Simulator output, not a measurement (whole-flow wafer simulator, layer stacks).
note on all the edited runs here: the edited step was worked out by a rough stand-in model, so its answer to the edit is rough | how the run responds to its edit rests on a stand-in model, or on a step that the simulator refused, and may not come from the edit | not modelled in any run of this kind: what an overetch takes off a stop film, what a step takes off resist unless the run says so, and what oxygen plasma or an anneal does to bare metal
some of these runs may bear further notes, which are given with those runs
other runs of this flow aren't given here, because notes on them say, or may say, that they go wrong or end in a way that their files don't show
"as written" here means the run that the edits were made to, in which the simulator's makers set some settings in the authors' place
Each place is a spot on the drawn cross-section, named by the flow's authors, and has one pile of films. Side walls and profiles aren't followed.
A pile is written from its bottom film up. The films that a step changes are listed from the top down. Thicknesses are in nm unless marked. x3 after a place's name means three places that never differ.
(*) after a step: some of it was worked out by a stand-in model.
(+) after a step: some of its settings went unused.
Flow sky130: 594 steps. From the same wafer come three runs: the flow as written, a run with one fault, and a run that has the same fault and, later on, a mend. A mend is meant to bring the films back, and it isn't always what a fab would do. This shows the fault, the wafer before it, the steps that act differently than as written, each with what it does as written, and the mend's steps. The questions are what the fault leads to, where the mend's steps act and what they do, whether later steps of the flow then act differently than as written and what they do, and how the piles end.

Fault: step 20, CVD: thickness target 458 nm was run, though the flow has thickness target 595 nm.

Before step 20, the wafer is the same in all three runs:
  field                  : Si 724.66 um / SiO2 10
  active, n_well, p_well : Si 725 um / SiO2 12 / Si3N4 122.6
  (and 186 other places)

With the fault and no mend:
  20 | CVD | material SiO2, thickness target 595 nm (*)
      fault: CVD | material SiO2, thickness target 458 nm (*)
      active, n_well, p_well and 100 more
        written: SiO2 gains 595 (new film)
        fault: SiO2 gains 458 (new film)
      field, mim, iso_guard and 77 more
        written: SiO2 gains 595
        fault: SiO2 gains 458
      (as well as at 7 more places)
  Steps later in the flow that act otherwise than as written (133 other steps are not shown; they differ only slightly, by no more than 2% or 0.5 nm, whichever is larger):
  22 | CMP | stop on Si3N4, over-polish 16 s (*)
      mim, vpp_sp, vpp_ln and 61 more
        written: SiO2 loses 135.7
        fault: nothing
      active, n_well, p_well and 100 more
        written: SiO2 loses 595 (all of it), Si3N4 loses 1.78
        fault: SiO2 loses 458 (all of it), Si3N4 loses 1.78
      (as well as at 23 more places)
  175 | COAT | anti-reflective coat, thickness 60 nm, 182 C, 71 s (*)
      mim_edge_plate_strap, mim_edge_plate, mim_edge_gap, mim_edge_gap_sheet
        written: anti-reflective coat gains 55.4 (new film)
        fault: anti-reflective coat gains 56.7 (new film)
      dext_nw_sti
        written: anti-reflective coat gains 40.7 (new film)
        fault: anti-reflective coat gains 41.9 (new film)
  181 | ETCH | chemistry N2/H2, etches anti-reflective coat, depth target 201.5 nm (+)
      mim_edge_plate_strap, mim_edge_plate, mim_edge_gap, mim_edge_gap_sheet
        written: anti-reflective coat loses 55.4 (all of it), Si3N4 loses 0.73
        fault: anti-reflective coat loses 56.7 (all of it), Si3N4 loses 0.7
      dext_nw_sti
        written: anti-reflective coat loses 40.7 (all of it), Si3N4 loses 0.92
        fault: anti-reflective coat loses 41.9 (all of it), Si3N4 loses 0.89
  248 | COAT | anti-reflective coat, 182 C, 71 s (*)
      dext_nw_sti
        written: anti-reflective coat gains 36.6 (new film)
        fault: anti-reflective coat gains 37.9 (new film)
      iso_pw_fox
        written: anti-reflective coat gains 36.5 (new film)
        fault: anti-reflective coat gains 37.5 (new film)
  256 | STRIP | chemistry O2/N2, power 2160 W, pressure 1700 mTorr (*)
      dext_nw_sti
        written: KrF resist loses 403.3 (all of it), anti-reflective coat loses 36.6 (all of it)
        fault: KrF resist loses 403 (all of it), anti-reflective coat loses 37.9 (all of it)
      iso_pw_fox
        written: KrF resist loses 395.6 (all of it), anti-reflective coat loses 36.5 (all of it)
        fault: KrF resist loses 395.1 (all of it), anti-reflective coat loses 37.5 (all of it)
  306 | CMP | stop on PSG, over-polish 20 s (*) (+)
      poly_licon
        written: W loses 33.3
        fault: W loses 32
  When the end is reached, the piles differ only a little from the flow's at the places that both follow, at most by 2% or 0.5 nm, whichever is larger.

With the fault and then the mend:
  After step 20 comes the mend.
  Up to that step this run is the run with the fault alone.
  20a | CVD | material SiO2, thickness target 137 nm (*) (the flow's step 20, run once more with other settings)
      field, active, n_well and 187 more
        SiO2 gains 137
  Later steps of the flow that are run all act as written at every place that is followed.
  The piles end the same as the flow's at every place that both follow.
